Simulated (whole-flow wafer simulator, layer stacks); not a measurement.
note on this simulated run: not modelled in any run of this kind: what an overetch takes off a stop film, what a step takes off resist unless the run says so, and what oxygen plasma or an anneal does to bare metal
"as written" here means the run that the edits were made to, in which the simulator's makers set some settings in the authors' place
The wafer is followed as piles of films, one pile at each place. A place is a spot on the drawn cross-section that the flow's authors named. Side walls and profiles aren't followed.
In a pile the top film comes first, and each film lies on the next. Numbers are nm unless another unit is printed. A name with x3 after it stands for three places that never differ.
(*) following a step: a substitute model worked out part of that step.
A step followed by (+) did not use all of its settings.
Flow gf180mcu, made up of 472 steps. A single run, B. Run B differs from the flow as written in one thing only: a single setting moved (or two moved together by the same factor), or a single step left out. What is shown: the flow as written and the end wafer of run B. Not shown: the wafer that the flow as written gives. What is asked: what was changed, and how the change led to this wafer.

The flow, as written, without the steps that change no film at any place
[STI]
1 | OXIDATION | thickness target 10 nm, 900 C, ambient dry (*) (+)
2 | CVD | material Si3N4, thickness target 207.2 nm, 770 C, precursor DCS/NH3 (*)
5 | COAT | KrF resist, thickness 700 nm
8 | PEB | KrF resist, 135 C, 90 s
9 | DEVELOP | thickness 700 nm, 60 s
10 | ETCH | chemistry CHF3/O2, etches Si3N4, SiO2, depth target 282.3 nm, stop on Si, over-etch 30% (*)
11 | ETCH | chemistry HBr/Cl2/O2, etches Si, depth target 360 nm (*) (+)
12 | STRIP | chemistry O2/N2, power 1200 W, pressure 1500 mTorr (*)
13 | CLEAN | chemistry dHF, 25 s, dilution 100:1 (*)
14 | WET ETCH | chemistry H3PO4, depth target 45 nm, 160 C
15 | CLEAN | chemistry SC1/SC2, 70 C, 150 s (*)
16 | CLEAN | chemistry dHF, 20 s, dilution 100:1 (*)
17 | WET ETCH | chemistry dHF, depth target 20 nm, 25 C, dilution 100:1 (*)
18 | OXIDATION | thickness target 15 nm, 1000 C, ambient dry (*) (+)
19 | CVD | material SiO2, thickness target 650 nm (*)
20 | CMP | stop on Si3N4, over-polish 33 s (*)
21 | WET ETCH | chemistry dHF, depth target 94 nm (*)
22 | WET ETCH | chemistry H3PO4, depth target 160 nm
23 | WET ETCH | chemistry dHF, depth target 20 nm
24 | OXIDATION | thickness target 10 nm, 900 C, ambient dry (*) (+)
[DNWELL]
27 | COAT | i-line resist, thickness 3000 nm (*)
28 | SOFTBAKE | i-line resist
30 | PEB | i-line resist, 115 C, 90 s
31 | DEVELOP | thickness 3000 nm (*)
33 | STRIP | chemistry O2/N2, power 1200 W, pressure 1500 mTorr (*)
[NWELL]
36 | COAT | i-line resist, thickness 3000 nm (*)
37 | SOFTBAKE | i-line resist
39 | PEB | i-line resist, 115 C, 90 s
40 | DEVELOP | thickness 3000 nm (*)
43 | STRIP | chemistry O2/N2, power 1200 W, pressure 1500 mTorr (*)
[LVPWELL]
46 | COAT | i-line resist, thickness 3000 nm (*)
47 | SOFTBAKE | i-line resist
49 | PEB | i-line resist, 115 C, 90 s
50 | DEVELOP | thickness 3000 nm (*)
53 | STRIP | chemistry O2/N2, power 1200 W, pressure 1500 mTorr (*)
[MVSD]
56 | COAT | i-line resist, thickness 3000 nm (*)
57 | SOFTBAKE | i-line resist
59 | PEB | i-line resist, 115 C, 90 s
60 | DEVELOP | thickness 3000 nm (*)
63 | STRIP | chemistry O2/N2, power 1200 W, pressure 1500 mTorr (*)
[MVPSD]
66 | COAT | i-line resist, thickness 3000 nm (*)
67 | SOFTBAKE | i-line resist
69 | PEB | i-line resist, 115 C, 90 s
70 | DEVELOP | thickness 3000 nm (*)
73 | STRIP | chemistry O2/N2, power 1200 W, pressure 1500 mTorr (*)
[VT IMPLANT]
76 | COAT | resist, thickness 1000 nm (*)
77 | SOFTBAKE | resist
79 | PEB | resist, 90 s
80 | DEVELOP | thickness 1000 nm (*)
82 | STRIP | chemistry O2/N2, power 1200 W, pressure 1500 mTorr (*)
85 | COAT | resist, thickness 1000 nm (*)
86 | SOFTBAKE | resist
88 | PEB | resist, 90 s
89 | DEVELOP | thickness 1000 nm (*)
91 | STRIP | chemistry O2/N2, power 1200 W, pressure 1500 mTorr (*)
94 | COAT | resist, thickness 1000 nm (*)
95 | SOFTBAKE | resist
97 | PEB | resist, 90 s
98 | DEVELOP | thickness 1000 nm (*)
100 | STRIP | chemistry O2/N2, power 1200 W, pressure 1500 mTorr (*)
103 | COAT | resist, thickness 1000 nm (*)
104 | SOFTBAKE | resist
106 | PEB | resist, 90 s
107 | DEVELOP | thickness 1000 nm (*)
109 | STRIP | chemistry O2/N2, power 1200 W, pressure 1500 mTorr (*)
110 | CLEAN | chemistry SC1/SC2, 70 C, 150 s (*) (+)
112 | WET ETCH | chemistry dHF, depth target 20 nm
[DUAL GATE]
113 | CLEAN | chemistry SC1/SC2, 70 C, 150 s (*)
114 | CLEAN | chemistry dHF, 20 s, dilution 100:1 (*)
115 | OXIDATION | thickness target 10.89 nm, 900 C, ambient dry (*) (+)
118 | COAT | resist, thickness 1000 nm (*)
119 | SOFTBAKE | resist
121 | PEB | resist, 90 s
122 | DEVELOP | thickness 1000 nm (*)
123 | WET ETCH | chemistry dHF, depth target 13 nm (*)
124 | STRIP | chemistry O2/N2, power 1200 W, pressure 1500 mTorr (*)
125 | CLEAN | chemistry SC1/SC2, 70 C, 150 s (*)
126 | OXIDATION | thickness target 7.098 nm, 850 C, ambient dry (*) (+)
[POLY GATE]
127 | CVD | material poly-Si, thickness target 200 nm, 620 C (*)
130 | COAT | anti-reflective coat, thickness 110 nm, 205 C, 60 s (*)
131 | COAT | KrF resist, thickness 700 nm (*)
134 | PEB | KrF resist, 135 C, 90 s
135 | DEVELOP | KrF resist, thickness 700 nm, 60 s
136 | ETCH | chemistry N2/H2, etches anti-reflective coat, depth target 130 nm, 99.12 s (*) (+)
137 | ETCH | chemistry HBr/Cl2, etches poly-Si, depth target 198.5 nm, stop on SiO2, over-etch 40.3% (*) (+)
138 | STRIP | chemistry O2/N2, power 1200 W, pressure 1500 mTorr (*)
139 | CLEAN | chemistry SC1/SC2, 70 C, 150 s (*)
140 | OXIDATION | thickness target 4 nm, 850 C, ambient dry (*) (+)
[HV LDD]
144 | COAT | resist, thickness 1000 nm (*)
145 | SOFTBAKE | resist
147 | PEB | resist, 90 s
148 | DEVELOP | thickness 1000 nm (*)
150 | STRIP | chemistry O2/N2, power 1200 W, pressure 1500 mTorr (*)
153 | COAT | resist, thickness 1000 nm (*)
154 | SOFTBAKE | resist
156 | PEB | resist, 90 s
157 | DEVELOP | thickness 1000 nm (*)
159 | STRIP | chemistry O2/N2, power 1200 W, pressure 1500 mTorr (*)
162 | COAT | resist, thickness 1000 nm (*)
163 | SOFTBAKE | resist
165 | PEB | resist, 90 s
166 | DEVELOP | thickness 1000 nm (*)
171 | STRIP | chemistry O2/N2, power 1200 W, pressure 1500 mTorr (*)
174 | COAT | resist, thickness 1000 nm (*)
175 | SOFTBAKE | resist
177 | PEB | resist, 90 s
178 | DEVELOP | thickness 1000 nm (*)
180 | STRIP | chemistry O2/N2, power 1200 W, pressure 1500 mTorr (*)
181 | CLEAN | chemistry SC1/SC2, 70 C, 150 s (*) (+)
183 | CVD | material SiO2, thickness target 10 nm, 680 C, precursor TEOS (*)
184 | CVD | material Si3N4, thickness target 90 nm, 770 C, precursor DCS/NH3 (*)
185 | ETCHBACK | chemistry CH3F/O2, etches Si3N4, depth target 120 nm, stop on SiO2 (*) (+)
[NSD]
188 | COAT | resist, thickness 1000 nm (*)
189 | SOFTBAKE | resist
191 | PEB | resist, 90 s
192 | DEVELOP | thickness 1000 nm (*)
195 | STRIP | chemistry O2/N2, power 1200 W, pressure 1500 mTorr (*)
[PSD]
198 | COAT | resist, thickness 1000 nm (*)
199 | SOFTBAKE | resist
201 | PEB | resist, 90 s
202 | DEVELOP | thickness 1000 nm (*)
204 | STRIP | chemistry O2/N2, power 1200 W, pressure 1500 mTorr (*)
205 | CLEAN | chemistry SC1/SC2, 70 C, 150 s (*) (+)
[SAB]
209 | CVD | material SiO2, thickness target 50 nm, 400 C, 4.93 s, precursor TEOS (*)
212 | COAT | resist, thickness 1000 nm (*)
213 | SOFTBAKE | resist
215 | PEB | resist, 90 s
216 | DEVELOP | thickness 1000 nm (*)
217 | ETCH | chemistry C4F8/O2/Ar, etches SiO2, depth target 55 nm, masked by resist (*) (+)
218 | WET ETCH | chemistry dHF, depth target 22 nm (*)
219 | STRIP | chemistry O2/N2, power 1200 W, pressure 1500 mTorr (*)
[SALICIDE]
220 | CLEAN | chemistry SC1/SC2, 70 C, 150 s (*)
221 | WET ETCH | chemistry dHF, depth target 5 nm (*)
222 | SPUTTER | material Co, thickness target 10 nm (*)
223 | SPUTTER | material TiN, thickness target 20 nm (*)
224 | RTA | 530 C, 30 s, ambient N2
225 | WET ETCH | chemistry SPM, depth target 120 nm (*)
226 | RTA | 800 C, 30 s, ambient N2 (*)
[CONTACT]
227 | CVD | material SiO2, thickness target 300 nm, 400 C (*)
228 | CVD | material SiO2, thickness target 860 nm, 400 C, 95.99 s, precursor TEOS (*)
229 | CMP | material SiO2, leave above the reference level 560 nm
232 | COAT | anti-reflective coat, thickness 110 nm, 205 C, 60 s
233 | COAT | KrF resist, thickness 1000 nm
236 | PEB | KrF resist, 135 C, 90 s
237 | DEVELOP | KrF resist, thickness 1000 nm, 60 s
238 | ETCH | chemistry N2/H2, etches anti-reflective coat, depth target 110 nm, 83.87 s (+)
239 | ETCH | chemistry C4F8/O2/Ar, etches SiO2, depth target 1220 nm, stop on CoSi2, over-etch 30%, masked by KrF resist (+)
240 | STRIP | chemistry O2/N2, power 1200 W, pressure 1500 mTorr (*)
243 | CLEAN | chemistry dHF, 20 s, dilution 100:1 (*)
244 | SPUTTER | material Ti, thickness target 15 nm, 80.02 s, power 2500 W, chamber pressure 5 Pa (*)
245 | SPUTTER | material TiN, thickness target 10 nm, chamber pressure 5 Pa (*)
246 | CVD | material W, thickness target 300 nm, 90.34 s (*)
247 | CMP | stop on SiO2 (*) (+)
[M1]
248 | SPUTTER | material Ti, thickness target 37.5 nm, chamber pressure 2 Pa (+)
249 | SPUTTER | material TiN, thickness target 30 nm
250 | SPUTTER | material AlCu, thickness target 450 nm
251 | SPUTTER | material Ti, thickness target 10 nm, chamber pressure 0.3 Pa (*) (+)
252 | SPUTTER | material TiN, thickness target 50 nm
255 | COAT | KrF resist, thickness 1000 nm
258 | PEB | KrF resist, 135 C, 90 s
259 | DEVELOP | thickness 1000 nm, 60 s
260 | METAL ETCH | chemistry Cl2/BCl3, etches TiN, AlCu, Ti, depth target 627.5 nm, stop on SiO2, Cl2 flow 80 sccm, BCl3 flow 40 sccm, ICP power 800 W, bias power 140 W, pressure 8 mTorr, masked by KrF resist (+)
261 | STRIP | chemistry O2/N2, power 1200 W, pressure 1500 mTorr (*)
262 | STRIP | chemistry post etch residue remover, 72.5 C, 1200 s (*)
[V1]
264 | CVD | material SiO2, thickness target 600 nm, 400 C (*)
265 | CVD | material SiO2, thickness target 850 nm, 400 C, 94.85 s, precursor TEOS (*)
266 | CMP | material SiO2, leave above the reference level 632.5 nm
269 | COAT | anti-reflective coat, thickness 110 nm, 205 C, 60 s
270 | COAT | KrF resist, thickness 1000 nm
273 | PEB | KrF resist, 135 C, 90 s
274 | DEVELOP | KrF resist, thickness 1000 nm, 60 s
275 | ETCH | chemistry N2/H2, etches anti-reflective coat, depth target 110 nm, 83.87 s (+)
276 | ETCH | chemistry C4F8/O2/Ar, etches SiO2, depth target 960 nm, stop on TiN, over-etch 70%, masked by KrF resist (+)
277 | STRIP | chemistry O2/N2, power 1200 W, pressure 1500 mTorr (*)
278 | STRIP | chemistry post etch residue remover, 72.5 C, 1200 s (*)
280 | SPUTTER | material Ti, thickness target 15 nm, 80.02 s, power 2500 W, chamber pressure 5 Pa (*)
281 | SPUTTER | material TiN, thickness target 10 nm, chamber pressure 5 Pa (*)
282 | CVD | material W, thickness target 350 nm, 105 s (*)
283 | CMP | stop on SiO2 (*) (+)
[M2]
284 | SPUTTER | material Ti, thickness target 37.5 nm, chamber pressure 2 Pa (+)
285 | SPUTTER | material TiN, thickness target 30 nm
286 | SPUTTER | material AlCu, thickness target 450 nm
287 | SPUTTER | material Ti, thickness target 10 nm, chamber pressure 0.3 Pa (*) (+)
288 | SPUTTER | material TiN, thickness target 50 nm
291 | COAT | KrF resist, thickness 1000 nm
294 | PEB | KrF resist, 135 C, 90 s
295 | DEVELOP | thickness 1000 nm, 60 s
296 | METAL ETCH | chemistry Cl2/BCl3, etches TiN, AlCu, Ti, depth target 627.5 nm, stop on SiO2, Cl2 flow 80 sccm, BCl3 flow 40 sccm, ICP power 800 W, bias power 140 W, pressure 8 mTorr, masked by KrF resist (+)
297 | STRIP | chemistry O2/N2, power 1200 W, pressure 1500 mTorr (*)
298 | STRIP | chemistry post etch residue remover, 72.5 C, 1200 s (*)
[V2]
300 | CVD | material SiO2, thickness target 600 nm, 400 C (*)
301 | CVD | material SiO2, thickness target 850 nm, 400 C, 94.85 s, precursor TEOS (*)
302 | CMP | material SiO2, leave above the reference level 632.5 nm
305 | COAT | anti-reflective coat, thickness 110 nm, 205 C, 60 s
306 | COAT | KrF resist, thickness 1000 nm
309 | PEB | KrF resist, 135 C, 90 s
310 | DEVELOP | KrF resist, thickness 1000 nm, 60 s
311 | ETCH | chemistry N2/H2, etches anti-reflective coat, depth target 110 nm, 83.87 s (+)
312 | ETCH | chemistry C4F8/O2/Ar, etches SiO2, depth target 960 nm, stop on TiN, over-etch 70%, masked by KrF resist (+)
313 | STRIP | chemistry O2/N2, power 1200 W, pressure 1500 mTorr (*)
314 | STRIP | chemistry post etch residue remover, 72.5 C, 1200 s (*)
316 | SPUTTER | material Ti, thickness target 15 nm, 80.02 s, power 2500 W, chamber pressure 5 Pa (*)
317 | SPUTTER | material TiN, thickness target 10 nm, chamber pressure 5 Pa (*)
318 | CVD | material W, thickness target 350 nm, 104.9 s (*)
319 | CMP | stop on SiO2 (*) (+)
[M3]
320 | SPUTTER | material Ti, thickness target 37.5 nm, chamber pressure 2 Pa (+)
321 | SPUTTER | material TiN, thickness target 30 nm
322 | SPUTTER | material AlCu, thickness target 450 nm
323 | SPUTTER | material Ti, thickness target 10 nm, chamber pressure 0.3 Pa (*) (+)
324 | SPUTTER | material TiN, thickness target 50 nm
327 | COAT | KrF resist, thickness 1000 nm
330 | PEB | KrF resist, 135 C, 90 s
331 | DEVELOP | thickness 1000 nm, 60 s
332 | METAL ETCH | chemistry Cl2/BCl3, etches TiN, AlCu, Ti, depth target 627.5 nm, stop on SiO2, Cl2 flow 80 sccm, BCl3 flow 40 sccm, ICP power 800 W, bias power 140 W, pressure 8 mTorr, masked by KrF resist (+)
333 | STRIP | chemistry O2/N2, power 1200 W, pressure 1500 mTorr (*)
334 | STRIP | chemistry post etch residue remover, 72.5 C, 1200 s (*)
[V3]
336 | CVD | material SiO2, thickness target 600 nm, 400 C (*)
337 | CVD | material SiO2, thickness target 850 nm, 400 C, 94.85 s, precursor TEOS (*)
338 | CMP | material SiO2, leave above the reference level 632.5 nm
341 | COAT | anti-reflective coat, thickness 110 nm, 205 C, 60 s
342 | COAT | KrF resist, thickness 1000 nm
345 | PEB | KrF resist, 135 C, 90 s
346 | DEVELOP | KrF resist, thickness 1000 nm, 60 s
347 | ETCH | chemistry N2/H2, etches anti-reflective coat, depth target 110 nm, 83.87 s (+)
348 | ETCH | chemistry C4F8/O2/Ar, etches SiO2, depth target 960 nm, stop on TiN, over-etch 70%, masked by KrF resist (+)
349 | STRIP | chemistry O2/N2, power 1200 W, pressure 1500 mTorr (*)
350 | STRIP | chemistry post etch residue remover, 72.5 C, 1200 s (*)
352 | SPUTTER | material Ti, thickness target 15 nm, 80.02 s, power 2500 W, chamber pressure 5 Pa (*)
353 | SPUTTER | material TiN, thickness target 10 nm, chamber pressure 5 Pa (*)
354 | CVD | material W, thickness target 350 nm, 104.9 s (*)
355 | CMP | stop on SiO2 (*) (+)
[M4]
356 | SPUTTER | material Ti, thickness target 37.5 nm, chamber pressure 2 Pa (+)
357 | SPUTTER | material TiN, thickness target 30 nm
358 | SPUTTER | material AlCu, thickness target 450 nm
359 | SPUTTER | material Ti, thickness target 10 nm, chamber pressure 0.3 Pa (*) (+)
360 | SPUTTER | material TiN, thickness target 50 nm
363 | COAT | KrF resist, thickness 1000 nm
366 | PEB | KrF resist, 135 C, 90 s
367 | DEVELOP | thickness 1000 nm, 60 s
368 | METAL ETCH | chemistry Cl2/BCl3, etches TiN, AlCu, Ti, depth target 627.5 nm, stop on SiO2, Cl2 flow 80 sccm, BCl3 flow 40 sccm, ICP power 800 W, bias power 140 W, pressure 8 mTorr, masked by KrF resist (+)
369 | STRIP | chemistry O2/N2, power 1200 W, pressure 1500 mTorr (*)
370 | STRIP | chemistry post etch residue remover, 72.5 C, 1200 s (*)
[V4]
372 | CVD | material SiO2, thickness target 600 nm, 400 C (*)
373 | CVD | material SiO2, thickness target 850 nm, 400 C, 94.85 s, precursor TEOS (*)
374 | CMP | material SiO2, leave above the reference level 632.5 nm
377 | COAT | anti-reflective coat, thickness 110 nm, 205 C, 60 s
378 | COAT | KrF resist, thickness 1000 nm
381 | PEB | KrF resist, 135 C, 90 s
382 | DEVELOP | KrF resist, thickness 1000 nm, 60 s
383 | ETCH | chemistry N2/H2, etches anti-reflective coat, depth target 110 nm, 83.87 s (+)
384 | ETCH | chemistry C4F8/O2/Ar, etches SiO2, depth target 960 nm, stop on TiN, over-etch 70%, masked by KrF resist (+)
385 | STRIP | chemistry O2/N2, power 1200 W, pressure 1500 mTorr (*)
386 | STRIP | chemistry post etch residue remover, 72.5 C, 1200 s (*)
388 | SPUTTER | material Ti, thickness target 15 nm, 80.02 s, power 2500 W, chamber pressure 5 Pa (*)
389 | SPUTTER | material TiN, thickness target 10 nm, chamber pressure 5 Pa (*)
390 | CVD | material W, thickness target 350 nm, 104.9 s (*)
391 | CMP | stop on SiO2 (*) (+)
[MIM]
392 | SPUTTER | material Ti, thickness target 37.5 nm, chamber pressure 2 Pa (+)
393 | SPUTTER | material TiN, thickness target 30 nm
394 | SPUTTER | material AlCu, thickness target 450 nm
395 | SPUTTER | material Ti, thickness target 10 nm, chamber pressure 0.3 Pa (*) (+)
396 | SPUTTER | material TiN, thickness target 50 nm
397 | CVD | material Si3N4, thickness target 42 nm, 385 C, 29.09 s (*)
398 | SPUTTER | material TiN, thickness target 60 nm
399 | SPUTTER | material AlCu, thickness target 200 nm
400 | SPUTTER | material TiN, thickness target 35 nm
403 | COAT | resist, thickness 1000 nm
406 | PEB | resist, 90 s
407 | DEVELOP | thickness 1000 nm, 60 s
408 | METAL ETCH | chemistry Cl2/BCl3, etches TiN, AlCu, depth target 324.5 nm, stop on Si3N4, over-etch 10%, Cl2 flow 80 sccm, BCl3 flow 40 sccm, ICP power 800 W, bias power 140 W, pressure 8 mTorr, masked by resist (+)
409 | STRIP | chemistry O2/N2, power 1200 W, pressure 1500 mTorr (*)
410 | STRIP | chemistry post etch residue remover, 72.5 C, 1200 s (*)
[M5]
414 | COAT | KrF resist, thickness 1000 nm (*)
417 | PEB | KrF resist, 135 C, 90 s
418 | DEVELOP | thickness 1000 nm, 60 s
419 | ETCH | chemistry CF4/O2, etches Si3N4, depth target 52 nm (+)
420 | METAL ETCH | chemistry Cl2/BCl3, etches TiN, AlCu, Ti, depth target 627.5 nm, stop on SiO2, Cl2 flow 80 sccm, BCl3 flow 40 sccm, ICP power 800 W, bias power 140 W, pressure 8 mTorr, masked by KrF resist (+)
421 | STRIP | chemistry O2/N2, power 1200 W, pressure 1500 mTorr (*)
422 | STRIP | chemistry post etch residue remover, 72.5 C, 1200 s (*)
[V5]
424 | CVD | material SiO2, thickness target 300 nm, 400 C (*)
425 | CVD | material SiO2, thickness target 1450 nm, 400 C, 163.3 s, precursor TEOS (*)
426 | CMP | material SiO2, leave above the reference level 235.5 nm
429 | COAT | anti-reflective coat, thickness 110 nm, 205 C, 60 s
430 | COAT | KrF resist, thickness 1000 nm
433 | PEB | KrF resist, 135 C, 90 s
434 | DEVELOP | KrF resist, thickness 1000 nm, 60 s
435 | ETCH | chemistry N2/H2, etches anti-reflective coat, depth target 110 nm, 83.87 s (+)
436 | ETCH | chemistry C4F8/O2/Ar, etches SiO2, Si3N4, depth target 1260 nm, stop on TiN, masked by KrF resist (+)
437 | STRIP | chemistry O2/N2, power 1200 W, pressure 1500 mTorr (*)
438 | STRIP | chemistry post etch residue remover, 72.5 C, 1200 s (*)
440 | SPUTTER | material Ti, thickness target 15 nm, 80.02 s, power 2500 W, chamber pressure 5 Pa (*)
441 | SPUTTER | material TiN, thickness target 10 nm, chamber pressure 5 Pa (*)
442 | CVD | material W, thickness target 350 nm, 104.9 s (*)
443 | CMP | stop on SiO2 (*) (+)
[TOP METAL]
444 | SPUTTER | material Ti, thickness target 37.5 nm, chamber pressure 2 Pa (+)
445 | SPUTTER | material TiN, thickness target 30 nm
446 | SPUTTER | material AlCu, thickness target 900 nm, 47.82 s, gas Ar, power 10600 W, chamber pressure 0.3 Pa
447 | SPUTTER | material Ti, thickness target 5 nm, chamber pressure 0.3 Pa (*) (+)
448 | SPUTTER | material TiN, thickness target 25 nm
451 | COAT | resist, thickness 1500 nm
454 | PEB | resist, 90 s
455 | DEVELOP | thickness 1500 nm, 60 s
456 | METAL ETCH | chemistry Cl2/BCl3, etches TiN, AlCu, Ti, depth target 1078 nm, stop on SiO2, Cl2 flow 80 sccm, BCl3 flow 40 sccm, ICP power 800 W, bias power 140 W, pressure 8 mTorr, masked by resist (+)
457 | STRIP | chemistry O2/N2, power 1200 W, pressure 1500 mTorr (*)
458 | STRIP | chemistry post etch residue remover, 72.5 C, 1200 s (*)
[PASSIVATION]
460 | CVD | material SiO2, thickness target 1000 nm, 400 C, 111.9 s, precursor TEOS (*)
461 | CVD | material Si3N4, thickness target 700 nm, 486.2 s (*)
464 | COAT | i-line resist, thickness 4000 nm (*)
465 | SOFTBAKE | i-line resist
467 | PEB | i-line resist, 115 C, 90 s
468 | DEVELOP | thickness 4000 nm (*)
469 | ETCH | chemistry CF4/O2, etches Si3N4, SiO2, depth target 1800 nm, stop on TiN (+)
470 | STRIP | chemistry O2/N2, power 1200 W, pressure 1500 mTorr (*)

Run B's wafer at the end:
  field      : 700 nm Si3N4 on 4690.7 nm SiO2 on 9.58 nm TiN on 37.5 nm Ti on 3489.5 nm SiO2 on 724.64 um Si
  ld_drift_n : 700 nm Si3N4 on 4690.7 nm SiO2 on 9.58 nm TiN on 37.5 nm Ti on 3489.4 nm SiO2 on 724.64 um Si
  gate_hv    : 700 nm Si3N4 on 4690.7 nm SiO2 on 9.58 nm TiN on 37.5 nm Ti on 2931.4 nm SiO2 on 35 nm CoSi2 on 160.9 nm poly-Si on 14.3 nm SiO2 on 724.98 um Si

What caused this: step 332, METAL ETCH: depth target 530 nm was run, whereas the flow has depth target 627.5 nm.

Step by step, how the change led to this:
  332 | METAL ETCH | chemistry Cl2/BCl3, etches TiN, AlCu, Ti, depth target 627.5 nm, stop on SiO2, Cl2 flow 80 sccm, BCl3 flow 40 sccm, ICP power 800 W, bias power 140 W, pressure 8 mTorr, masked by KrF resist (+)
      field, field__w1, field__w2 and 103 more: TiN loses 50 (all of it), Ti loses 10 (all of it), AlCu loses 450 (all of it), TiN loses 20 (in the flow as written it would be: TiN loses 50 (all of it), Ti loses 10 (all of it), AlCu loses 450 (all of it), TiN loses 30 (all of it), Ti loses 37.5 (all of it))
      field__w8, contact, m1, m1__w1, m1_nw: KrF resist loses 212 (in the flow as written it would be: KrF resist loses 251)
  333 | STRIP | chemistry O2/N2, power 1200 W, pressure 1500 mTorr (*)
      field__w8, contact, m1, m1__w1, m1_nw: KrF resist loses 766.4 (all of it) (in the flow as written it would be: KrF resist loses 727.4 (all of it))
  336 | CVD | material SiO2, thickness target 600 nm, 400 C (*)
      field, field__w1, field__w2 and 103 more: SiO2 gains 600 (new film) (in the flow as written it would be: SiO2 gains 600)
  338 | CMP | material SiO2, leave above the reference level 632.5 nm
      field, field__w1, field__w2 and 103 more: SiO2 loses 347.1 (in the flow as written it would be: SiO2 loses 300)
Taking metal films that touch as one body, field has 1 body; the flow as written gives 0 bodies.
Taking metal films that touch as one body, ld_drift_n has 1 body; the flow as written gives 0 bodies.
Taking metal films that touch as one body, gate_hv has 2 bodies (between them, from the top down: SiO2 2931.4); the flow as written gives 1 body.
